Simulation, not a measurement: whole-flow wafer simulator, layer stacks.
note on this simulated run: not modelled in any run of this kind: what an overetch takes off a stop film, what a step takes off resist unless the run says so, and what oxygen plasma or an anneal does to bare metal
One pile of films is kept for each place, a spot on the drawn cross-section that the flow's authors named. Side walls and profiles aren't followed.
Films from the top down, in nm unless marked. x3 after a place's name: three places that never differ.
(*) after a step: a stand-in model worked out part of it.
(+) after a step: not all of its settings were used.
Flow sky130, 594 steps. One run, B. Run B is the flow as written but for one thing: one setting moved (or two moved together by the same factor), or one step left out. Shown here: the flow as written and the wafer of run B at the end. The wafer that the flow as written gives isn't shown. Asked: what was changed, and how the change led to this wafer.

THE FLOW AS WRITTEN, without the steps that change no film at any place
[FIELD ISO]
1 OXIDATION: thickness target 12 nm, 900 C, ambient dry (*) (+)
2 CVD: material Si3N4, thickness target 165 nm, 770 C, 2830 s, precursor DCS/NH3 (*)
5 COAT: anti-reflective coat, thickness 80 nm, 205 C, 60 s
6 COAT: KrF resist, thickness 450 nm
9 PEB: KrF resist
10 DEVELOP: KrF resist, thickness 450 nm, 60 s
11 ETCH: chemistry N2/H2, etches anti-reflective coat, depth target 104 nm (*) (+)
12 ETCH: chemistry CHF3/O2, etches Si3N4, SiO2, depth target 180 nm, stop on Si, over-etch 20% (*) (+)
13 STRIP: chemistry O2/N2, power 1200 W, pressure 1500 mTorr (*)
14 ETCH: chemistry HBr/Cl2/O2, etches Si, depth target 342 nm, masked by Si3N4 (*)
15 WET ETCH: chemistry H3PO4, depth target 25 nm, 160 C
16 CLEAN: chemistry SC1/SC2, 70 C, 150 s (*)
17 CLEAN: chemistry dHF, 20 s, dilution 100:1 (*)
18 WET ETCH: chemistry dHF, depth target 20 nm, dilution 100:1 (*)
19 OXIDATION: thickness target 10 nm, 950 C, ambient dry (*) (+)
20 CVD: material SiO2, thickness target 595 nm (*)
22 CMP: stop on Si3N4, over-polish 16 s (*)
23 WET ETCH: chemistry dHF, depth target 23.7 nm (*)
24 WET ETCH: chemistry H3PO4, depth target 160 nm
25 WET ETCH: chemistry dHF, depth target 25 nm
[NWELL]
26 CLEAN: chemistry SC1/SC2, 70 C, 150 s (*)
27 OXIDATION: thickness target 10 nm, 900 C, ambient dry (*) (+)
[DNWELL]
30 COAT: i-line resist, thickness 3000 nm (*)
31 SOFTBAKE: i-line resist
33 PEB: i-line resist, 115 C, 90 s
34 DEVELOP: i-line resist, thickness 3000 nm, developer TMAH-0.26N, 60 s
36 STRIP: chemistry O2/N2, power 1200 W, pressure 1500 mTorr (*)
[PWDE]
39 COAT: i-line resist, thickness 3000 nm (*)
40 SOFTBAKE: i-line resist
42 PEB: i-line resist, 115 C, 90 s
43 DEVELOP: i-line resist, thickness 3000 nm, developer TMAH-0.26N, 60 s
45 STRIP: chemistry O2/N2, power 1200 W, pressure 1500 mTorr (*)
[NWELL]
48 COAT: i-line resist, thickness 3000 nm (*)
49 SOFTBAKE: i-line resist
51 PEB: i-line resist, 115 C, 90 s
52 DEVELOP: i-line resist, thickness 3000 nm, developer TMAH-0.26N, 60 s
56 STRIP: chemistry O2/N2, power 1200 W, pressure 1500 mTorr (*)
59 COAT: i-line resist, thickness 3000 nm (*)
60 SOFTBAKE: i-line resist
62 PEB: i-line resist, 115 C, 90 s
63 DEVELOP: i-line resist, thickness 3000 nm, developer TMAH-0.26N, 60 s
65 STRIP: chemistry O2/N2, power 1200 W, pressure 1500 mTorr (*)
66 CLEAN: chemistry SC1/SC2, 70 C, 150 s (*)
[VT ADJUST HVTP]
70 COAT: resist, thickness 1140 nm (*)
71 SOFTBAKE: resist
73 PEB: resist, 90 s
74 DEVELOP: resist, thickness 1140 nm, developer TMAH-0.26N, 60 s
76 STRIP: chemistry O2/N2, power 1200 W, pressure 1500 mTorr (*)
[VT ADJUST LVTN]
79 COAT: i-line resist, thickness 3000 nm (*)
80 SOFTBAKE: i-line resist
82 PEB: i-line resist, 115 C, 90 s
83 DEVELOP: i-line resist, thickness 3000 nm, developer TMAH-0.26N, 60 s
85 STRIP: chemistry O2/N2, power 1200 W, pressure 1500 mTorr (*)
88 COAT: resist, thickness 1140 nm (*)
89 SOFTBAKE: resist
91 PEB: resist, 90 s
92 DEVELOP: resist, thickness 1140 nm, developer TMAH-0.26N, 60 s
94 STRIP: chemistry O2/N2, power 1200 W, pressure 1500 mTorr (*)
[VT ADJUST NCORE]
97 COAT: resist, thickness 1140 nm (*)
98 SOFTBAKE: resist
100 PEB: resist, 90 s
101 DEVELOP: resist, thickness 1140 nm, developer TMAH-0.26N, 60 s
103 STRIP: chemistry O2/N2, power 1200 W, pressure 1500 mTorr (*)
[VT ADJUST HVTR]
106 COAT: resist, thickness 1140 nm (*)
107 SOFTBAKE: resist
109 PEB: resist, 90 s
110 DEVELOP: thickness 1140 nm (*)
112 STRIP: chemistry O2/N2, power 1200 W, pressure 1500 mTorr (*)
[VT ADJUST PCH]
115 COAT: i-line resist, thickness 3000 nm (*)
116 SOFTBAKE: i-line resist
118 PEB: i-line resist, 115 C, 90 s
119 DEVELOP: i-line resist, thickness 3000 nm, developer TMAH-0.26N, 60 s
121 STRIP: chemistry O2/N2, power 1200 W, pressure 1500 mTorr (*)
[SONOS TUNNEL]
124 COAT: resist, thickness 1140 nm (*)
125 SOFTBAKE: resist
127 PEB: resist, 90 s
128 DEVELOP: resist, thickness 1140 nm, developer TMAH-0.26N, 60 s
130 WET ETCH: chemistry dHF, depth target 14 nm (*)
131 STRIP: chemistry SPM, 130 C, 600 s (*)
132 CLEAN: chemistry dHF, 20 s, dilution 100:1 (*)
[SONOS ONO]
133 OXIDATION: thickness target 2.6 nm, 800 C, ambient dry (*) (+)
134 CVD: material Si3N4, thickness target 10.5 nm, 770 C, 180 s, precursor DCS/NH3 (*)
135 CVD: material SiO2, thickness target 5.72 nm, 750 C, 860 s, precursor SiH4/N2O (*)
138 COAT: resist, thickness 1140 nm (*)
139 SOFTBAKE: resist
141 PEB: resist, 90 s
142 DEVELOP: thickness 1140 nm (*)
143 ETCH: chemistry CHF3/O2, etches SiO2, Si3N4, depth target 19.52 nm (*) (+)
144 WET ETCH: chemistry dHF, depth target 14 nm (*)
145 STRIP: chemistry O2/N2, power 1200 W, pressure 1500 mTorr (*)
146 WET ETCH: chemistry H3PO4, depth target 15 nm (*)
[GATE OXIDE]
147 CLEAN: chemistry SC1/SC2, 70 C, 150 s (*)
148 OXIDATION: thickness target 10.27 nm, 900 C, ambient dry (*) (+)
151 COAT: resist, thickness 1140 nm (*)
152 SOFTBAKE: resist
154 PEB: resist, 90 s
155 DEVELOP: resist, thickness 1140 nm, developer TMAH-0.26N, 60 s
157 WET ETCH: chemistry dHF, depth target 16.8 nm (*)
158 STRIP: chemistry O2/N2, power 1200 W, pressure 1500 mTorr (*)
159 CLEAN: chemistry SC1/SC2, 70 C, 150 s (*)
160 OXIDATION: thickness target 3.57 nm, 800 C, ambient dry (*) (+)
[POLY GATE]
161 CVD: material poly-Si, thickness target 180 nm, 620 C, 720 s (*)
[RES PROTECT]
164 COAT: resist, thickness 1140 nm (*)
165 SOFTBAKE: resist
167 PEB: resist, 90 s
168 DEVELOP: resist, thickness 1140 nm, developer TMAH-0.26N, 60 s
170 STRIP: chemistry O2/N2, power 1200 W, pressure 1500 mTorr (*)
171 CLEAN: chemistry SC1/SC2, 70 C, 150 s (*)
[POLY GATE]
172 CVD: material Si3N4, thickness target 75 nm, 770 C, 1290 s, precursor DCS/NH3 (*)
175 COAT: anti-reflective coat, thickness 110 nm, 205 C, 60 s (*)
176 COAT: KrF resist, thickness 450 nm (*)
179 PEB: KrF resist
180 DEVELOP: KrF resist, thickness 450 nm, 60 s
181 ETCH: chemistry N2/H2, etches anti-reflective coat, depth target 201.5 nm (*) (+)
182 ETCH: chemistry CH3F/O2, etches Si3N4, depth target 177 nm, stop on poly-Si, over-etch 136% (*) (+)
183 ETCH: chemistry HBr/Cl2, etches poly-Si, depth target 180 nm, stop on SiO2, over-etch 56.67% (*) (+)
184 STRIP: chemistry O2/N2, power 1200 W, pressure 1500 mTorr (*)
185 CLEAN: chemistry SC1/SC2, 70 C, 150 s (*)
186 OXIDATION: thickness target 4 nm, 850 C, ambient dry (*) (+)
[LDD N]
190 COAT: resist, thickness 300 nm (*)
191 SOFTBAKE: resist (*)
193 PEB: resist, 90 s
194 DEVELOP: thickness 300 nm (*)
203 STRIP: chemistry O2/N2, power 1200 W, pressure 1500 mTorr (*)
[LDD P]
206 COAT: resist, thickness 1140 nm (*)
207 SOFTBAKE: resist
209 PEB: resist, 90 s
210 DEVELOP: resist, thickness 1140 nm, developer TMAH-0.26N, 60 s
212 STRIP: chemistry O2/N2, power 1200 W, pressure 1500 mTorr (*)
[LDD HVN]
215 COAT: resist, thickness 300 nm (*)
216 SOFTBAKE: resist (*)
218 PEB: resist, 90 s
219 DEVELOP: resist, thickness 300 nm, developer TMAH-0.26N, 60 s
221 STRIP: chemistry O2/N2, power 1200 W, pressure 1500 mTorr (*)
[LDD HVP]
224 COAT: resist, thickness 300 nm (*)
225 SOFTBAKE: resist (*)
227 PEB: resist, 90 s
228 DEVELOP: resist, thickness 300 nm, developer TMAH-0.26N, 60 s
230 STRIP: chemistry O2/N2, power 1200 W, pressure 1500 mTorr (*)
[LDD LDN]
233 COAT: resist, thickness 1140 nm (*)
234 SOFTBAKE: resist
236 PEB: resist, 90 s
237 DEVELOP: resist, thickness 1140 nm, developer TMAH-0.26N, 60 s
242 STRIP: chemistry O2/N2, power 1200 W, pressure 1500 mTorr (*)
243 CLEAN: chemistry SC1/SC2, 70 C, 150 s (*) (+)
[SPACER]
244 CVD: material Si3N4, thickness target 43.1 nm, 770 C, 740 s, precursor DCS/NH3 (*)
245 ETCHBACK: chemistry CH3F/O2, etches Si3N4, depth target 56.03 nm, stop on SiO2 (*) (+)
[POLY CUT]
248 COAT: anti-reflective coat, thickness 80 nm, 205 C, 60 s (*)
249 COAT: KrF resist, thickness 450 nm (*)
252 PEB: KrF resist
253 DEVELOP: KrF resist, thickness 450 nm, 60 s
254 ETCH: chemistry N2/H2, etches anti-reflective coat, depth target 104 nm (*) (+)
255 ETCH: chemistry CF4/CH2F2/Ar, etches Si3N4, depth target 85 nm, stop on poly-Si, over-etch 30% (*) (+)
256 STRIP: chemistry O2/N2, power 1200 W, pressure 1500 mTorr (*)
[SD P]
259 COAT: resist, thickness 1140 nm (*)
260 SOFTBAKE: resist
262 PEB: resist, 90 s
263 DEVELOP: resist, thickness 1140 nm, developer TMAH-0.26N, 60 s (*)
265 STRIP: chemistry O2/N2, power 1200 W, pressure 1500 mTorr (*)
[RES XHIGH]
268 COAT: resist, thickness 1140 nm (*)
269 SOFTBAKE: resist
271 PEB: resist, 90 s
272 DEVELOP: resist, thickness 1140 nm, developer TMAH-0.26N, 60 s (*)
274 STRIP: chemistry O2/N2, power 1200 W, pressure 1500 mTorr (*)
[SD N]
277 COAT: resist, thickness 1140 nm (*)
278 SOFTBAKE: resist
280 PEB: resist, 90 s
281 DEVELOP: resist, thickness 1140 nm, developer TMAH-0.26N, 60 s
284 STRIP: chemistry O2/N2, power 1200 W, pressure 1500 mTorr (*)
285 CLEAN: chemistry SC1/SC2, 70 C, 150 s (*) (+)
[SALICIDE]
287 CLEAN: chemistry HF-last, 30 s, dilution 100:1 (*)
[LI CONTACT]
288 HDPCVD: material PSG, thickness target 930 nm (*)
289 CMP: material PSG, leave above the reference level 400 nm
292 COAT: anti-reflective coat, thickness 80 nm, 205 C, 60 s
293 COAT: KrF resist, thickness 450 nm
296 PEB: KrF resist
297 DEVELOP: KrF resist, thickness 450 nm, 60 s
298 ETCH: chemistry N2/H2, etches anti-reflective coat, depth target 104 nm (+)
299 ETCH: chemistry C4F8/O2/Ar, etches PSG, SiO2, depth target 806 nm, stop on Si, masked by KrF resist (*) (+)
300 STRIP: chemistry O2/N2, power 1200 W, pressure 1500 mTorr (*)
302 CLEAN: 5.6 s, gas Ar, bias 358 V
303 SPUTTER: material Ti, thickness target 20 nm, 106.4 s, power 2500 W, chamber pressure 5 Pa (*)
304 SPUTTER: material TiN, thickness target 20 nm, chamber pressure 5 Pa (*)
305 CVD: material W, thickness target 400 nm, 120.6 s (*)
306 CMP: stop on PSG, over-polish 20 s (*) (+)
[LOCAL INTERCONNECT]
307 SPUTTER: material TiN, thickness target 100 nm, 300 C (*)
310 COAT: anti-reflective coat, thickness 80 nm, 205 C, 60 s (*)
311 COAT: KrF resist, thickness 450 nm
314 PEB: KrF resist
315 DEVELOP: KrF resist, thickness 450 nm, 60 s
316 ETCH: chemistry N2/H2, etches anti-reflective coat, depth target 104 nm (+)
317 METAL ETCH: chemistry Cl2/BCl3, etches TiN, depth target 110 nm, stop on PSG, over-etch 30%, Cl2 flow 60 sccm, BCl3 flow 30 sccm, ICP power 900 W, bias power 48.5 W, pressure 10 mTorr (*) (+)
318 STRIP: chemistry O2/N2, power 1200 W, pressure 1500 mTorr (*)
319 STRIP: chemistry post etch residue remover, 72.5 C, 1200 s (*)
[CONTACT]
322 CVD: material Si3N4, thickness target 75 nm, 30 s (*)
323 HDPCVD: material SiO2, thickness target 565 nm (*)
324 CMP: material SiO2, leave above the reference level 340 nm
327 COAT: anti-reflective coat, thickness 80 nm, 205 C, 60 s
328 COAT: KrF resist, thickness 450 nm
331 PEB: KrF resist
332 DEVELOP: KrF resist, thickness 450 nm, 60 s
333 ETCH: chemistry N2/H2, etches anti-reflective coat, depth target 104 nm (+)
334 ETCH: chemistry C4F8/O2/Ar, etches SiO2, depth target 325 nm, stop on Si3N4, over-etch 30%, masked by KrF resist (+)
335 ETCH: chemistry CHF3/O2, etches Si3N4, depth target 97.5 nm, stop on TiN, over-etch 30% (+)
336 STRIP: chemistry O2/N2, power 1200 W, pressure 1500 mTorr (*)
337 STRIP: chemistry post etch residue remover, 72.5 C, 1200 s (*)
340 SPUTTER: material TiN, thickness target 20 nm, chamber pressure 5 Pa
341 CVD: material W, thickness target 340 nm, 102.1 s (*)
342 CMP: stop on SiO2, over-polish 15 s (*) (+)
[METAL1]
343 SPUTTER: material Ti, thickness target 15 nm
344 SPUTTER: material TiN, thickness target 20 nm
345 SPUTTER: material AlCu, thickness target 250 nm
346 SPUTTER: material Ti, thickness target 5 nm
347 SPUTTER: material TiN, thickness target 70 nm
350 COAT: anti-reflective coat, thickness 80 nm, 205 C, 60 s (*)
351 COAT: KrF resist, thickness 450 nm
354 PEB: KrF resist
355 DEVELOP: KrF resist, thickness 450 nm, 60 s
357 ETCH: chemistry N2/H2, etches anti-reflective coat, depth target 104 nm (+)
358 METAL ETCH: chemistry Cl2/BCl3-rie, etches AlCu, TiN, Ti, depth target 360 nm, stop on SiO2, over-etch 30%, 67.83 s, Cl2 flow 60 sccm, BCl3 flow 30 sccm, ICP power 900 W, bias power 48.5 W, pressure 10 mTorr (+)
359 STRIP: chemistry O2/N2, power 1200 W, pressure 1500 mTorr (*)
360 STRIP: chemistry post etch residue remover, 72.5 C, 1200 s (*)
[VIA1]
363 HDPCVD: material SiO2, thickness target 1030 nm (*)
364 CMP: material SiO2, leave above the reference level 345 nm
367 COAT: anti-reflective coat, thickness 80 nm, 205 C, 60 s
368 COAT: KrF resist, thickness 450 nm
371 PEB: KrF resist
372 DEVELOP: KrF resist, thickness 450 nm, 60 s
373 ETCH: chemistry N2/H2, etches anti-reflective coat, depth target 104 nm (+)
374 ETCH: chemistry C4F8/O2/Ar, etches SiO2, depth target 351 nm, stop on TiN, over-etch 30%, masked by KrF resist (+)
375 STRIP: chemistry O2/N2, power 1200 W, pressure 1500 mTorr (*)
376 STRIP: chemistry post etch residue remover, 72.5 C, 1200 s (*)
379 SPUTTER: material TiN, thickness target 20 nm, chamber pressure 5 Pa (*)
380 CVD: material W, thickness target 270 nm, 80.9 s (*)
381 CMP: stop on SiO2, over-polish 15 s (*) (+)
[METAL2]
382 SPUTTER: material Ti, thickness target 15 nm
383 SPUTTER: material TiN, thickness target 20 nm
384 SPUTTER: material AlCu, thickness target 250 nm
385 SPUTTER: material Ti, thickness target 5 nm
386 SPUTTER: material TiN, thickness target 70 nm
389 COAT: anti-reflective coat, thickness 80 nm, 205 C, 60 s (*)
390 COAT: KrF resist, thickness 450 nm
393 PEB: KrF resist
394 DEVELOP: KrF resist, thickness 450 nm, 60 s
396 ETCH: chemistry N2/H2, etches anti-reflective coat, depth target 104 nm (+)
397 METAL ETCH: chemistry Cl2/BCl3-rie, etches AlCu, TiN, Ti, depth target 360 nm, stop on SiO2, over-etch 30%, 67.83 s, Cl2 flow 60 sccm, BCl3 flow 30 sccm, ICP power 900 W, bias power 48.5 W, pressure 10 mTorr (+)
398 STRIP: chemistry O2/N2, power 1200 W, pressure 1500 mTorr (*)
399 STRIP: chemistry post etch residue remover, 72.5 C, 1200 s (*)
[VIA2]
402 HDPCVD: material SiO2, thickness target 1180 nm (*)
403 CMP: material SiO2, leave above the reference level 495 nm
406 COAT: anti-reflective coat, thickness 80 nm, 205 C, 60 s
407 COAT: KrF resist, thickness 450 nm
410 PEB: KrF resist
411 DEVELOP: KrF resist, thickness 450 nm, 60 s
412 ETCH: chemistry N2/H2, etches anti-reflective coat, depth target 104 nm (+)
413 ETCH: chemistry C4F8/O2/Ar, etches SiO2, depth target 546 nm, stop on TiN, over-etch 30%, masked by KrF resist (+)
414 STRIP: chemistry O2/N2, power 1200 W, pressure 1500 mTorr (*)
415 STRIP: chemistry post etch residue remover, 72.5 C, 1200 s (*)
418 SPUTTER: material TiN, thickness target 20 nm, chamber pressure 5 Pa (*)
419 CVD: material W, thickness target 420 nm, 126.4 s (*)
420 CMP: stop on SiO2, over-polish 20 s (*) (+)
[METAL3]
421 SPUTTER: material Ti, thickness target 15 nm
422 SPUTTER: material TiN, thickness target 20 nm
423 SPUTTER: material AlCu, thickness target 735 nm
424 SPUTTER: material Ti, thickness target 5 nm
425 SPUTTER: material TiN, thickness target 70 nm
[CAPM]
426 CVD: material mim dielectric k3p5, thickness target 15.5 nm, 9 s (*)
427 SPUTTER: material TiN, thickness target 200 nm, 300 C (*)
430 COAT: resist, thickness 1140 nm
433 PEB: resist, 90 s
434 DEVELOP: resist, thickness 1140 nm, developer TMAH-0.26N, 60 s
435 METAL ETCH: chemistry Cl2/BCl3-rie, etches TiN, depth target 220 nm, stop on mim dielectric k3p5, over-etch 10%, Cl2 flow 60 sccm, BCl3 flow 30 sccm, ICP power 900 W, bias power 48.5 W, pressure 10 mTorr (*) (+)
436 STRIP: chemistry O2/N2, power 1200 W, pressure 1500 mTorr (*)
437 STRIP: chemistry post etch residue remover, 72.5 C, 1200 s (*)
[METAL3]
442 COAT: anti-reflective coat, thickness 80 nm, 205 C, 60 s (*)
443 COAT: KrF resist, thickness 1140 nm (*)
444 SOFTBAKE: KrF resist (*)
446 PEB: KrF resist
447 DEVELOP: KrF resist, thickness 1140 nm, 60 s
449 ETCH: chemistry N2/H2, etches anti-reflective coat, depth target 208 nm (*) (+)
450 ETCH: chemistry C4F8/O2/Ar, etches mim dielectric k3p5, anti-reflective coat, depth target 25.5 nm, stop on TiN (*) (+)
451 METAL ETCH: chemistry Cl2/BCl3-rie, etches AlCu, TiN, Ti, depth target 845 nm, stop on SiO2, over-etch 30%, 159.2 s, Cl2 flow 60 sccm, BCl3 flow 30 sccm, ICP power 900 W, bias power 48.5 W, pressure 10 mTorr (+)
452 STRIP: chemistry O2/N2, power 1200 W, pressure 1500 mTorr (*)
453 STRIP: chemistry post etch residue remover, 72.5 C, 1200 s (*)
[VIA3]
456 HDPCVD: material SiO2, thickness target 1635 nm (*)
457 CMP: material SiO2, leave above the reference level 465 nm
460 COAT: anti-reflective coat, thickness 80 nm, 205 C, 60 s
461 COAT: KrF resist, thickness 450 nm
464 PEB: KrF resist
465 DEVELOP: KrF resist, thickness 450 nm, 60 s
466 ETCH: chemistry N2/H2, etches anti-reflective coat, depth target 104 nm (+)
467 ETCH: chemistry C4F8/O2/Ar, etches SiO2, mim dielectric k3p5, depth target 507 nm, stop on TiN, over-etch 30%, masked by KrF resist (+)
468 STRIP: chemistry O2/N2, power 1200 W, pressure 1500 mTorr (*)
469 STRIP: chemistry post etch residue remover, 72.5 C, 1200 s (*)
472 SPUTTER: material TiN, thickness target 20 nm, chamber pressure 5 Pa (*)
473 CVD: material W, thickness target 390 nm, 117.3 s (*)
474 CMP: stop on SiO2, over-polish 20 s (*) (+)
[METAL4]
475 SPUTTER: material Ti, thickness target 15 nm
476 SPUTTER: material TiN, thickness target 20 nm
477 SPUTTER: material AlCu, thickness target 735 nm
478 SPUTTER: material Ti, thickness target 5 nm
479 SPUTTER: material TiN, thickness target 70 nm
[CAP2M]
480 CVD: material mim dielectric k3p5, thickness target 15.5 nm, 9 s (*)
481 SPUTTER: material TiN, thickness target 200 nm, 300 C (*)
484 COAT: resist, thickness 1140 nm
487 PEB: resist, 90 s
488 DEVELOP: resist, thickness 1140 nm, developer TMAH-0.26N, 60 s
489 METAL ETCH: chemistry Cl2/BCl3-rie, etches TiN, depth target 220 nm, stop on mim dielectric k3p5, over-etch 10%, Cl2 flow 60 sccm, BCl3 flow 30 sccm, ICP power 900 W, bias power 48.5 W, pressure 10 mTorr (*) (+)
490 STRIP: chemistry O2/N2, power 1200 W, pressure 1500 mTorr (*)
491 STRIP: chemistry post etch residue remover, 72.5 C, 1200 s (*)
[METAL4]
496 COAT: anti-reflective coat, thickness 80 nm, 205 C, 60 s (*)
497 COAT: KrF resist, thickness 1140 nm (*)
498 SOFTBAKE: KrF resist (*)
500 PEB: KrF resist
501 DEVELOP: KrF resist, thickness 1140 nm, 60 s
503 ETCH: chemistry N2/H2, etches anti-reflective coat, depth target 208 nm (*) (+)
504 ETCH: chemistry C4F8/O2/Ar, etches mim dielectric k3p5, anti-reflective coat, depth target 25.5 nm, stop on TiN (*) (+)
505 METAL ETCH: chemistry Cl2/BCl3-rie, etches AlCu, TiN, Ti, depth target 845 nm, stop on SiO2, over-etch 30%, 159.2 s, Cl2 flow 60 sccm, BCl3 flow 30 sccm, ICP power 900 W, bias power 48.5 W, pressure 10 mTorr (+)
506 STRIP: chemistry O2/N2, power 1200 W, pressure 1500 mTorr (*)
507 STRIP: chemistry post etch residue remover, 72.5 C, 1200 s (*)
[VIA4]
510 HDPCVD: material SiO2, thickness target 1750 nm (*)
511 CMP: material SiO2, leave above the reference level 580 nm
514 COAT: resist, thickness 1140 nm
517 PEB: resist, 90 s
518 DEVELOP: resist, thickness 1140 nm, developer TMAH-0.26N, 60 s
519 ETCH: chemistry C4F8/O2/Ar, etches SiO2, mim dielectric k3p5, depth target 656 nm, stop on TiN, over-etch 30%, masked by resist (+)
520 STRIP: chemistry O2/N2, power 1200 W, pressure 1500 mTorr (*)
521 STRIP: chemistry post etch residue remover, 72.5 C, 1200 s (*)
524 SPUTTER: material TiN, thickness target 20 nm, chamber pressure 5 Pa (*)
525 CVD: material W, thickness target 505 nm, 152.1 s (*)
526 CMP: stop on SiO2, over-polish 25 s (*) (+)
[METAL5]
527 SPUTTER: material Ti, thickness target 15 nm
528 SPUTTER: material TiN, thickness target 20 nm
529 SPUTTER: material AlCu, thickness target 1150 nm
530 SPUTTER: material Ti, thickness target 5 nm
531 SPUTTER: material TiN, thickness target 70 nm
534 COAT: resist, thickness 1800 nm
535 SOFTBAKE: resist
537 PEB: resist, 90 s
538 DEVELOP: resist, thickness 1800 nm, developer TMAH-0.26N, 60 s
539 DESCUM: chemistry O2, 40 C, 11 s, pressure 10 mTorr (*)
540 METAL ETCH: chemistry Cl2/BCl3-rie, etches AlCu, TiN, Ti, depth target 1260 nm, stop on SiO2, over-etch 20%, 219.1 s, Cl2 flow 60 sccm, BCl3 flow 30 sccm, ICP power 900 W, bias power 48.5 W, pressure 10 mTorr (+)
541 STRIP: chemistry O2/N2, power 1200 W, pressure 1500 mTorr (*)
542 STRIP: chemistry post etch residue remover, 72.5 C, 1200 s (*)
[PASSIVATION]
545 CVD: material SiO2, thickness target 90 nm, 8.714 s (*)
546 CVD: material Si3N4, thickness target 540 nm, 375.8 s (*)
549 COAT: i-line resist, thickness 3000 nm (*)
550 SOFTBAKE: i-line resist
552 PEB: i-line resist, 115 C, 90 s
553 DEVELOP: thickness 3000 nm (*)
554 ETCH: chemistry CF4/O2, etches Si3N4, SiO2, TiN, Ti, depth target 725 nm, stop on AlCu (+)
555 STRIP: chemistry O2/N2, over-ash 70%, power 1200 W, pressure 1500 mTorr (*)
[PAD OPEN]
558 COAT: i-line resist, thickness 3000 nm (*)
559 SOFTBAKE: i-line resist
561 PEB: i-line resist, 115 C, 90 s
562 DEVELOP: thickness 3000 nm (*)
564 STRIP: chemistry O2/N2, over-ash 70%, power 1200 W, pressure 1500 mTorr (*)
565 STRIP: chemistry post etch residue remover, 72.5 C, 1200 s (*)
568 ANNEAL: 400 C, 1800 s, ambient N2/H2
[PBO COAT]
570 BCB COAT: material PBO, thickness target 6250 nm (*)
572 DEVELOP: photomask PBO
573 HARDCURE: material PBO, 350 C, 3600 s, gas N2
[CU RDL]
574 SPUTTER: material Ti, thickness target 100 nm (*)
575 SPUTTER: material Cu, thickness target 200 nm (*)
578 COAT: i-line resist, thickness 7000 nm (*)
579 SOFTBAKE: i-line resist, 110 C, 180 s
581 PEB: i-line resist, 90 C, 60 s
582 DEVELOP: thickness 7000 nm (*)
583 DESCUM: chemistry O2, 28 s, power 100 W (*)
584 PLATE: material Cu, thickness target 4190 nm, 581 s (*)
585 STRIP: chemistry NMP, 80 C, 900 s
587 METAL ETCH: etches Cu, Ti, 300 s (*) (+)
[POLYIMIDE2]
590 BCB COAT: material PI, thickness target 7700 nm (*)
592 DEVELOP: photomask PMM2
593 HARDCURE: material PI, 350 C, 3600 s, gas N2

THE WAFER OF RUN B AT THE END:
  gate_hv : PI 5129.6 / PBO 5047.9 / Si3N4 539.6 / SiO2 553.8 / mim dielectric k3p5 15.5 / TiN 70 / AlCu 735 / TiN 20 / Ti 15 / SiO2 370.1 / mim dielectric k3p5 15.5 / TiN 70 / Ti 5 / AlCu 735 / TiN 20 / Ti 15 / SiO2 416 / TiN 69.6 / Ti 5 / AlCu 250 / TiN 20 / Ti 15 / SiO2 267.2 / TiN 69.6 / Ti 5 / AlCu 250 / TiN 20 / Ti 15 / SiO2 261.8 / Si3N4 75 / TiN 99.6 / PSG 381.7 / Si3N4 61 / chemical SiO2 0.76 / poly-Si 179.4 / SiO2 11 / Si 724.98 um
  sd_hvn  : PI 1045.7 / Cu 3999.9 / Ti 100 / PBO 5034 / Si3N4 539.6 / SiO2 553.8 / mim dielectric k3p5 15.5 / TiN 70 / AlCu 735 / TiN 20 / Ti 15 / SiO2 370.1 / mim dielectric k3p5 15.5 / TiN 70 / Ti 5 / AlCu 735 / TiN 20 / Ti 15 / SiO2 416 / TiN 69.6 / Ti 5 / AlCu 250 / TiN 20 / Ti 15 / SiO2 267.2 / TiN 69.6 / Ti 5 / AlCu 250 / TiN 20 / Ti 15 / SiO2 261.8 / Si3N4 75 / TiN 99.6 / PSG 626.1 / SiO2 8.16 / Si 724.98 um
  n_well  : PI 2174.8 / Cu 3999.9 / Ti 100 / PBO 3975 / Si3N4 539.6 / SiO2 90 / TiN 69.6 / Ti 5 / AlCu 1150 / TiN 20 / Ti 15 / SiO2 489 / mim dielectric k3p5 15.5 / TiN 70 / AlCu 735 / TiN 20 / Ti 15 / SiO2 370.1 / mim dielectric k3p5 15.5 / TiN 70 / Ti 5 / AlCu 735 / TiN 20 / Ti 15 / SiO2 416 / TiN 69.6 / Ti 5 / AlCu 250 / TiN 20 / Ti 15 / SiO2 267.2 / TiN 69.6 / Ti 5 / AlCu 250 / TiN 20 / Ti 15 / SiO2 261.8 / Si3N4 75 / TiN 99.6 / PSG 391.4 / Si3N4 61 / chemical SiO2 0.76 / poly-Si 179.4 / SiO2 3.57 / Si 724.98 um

The cause: step 478, SPUTTER: material Ti, thickness target 5 nm, was left out.

How the change led to this, step by step:
  505 METAL ETCH: chemistry Cl2/BCl3-rie, etches AlCu, TiN, Ti, depth target 845 nm, stop on SiO2, over-etch 30%, 159.2 s, Cl2 flow 60 sccm, BCl3 flow 30 sccm, ICP power 900 W, bias power 48.5 W, pressure 10 mTorr (+)
      field, active, gate and 70 more: TiN -70 (all of it), AlCu -735 (all of it), TiN -20 (all of it), Ti -15 (all of it), SiO2 -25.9 (as written it would be: TiN -70 (all of it), Ti -5 (all of it), AlCu -735 (all of it), TiN -20 (all of it), Ti -15 (all of it), SiO2 -25.4)
      vpp_iso1, mim_edge_plate, m1_ln and 12 more: TiN -70 (all of it), AlCu -735 (all of it), TiN -20 (all of it), Ti -15 (all of it), SiO2 -25.8 (as written it would be: TiN -70 (all of it), Ti -5 (all of it), AlCu -735 (all of it), TiN -20 (all of it), Ti -15 (all of it), SiO2 -25.3)
